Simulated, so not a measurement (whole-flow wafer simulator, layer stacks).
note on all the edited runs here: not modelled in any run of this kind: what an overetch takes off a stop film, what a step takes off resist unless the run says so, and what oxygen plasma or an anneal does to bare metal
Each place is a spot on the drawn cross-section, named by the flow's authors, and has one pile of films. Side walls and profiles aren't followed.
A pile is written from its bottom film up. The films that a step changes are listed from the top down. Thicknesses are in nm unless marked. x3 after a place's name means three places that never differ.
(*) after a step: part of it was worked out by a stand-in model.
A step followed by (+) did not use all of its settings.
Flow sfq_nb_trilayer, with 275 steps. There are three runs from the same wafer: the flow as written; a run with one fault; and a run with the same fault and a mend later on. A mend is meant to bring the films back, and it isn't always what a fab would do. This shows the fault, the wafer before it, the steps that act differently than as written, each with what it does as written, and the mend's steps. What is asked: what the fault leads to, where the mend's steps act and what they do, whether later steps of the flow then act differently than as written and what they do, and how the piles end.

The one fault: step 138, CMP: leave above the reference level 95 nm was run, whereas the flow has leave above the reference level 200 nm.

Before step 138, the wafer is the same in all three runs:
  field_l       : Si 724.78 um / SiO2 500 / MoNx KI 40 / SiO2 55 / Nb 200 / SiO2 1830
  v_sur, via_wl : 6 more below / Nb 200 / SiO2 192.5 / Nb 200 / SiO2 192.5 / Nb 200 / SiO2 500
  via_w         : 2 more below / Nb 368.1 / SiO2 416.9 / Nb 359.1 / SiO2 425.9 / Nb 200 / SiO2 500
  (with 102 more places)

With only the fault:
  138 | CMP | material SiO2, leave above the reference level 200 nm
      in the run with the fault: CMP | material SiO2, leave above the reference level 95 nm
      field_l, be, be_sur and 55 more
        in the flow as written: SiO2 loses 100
        in the run with the fault: SiO2 loses 205
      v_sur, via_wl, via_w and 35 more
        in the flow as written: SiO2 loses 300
        in the run with the fault: SiO2 loses 405
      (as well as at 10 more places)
  Later steps of the flow acting differently than as written (4 more steps, not shown, differ only slightly: by at most 2% or 0.5 nm, whichever is larger):
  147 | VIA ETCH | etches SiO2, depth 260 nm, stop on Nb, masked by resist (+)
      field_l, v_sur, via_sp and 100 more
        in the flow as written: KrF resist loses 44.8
        in the run with the fault: KrF resist loses 24.5
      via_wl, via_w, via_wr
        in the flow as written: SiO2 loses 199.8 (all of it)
        in the run with the fault: SiO2 loses 94.8 (all of it)
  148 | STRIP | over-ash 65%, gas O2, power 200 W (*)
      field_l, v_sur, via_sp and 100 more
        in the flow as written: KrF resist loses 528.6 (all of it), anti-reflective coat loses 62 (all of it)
        in the run with the fault: KrF resist loses 548.9 (all of it), anti-reflective coat loses 62 (all of it)
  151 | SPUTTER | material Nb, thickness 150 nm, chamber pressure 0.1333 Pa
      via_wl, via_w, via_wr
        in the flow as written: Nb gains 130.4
        in the run with the fault: Nb gains 142.8
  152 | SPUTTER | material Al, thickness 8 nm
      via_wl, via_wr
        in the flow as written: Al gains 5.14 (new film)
        in the run with the fault: Al gains 6.4 (new film)
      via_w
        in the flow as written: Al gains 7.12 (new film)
        in the run with the fault: Al gains 7.89 (new film)
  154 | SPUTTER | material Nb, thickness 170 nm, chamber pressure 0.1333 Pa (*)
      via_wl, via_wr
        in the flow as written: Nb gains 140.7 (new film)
        in the run with the fault: Nb gains 132 (new film)
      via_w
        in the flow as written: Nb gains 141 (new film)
        in the run with the fault: Nb gains 168.3 (new film)
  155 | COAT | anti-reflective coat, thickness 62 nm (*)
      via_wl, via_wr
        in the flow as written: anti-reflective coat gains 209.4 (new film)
        in the run with the fault: anti-reflective coat gains 155.8 (new film)
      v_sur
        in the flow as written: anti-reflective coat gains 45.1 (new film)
        in the run with the fault: anti-reflective coat gains 50.5 (new film)
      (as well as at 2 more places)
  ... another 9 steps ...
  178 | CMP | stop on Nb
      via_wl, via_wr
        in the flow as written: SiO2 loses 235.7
        in the run with the fault: SiO2 loses 352.8
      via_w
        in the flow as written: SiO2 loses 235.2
        in the run with the fault: SiO2 loses 352.3
  At field_l, v_sur, via_wl and 103 more, the piles at the end differ from the flow's by more than 2% or 0.5 nm, whichever is larger.
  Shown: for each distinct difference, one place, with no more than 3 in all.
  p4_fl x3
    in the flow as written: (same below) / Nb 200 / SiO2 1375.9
    in the run with the fault: (same below) / Nb 200 / SiO2 1270.9
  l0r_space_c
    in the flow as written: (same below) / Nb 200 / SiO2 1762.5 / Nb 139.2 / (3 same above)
    in the run with the fault: (same below) / Nb 200 / SiO2 1657.5 / Nb 139.2 / (3 same above)
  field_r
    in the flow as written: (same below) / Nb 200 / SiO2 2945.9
    in the run with the fault: (same below) / Nb 200 / SiO2 2840.9

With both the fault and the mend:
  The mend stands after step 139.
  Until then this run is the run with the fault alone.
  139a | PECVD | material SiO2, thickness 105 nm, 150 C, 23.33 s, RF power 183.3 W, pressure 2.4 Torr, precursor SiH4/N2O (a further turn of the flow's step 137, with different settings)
      field_l, v_sur, via_wl and 103 more
        SiO2 gains 105
  Every later step of the flow that is run acts as written, at every place that is followed, to within 2% or 0.5 nm, whichever is larger.
  The piles end only slightly different from the flow's at the places that both follow, by no more than 2% or 0.5 nm, whichever is larger.
